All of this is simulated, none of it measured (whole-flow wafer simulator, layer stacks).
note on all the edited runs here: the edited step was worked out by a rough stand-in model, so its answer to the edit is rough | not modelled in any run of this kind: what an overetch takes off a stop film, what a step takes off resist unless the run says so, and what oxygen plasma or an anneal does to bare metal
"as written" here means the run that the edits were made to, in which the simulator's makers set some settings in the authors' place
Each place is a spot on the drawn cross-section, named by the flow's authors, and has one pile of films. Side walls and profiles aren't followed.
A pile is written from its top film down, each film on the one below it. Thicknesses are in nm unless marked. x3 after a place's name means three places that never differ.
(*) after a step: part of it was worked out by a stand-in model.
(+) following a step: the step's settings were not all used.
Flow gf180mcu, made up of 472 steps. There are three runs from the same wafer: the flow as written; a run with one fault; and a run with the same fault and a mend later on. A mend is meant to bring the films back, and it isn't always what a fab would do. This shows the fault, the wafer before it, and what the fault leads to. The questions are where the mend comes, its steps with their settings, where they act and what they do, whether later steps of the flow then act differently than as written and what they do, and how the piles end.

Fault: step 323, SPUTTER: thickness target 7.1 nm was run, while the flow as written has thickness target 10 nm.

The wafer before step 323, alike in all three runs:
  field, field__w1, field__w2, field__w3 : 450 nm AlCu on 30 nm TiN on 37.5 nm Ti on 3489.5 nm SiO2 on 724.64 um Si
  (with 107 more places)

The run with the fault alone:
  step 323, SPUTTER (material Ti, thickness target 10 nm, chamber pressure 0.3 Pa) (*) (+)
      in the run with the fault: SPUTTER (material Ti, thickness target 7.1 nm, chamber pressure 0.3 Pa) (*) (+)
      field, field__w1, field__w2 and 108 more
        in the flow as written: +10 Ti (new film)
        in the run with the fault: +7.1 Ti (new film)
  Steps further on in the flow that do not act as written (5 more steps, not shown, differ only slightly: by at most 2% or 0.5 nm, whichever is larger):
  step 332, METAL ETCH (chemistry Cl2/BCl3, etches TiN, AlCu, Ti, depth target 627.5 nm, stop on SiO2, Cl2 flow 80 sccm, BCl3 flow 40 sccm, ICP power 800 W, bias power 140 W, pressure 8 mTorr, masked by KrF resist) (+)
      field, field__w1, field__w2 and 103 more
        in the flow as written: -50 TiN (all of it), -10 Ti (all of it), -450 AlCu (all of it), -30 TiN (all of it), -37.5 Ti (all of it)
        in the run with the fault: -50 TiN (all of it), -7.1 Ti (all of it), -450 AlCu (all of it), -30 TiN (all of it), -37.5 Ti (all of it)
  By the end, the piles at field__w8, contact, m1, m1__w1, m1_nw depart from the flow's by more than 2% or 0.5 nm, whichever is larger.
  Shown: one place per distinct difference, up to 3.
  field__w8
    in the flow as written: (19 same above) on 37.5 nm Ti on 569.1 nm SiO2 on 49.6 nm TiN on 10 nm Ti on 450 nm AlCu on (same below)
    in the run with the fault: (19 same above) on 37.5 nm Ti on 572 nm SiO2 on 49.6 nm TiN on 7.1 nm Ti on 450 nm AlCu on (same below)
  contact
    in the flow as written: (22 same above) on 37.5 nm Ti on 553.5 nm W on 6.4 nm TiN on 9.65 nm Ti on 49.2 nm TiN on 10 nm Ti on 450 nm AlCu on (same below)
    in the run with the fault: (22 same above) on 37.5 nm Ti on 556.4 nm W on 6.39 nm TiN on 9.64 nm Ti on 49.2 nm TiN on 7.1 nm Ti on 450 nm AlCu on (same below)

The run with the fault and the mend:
  The mend stands after step 323.
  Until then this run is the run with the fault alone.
  step 323a, SPUTTER (material Ti, thickness target 2.9 nm, chamber pressure 0.3 Pa) (*) (+) (the flow's step 323 again, with other settings)
      field, field__w1, field__w2 and 108 more
        +2.9 Ti
  Later steps of the flow that are run all act as written at every place that is followed.
  The piles end the same as the flow's at every place that both follow.
